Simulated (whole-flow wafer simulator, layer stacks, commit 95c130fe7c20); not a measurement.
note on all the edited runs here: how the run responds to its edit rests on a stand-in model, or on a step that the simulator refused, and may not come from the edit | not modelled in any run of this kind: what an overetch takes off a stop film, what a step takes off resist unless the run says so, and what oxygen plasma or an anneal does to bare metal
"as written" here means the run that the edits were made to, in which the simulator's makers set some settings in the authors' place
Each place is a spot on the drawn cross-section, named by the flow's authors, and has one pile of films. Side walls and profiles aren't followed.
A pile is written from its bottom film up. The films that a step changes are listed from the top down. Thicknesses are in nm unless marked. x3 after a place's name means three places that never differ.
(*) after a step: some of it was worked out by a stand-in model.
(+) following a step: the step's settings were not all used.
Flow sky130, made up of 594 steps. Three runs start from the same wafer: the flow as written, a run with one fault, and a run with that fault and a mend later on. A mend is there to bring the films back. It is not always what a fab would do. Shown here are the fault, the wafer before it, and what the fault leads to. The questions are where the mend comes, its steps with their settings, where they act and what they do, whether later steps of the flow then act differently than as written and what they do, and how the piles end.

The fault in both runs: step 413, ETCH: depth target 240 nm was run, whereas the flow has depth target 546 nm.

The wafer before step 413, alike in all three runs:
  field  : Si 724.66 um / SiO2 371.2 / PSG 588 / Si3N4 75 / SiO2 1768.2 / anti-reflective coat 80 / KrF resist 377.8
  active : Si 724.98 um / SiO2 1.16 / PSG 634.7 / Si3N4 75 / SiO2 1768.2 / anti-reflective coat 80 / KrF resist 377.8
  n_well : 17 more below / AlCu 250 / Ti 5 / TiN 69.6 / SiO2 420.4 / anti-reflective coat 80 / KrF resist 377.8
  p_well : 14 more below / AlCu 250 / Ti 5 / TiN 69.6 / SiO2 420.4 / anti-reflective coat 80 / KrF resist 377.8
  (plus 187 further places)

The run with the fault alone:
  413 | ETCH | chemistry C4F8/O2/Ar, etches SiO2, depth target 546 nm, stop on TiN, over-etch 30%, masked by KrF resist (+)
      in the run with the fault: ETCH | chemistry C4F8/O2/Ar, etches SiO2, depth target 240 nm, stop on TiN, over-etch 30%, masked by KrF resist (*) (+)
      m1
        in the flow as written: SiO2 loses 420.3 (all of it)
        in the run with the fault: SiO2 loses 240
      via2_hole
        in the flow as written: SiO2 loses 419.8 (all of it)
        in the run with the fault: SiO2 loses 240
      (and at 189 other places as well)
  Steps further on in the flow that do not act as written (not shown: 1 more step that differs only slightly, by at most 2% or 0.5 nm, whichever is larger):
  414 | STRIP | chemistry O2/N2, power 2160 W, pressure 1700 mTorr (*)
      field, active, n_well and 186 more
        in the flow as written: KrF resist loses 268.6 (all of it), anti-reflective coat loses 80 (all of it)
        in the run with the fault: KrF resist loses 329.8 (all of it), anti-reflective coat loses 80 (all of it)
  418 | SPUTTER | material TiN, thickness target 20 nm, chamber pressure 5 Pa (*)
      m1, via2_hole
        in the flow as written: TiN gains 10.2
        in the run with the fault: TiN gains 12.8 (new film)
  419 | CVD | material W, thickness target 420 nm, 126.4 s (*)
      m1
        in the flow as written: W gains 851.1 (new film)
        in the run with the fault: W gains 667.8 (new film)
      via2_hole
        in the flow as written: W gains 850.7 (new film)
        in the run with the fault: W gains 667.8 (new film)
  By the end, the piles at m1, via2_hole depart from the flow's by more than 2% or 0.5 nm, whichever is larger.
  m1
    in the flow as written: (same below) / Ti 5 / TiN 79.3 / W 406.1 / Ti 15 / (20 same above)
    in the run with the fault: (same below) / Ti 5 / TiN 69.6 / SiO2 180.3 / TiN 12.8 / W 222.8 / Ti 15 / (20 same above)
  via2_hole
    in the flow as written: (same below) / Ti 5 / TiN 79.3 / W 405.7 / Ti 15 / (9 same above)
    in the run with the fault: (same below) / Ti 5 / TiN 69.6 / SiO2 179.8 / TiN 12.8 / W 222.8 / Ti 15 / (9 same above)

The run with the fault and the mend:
  The mend stands after step 413.
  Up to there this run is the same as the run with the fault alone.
  413a | ETCH | chemistry C4F8/O2/Ar, etches SiO2, depth target 306 nm, stop on TiN, over-etch 30%, masked by KrF resist (+) (the flow's step 413, run once more with other settings)
      field, active, n_well and 186 more
        KrF resist loses 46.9
      m1
        SiO2 loses 180.3 (all of it)
      via2_hole
        SiO2 loses 179.8 (all of it)
  Steps further on in the flow that do not act as written:
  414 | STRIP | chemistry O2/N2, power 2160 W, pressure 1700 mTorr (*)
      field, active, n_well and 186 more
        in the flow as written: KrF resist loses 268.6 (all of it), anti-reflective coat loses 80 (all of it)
        in the run with the mend: KrF resist loses 283 (all of it), anti-reflective coat loses 80 (all of it)
  At every place that both follow, the piles at the end match the flow's.
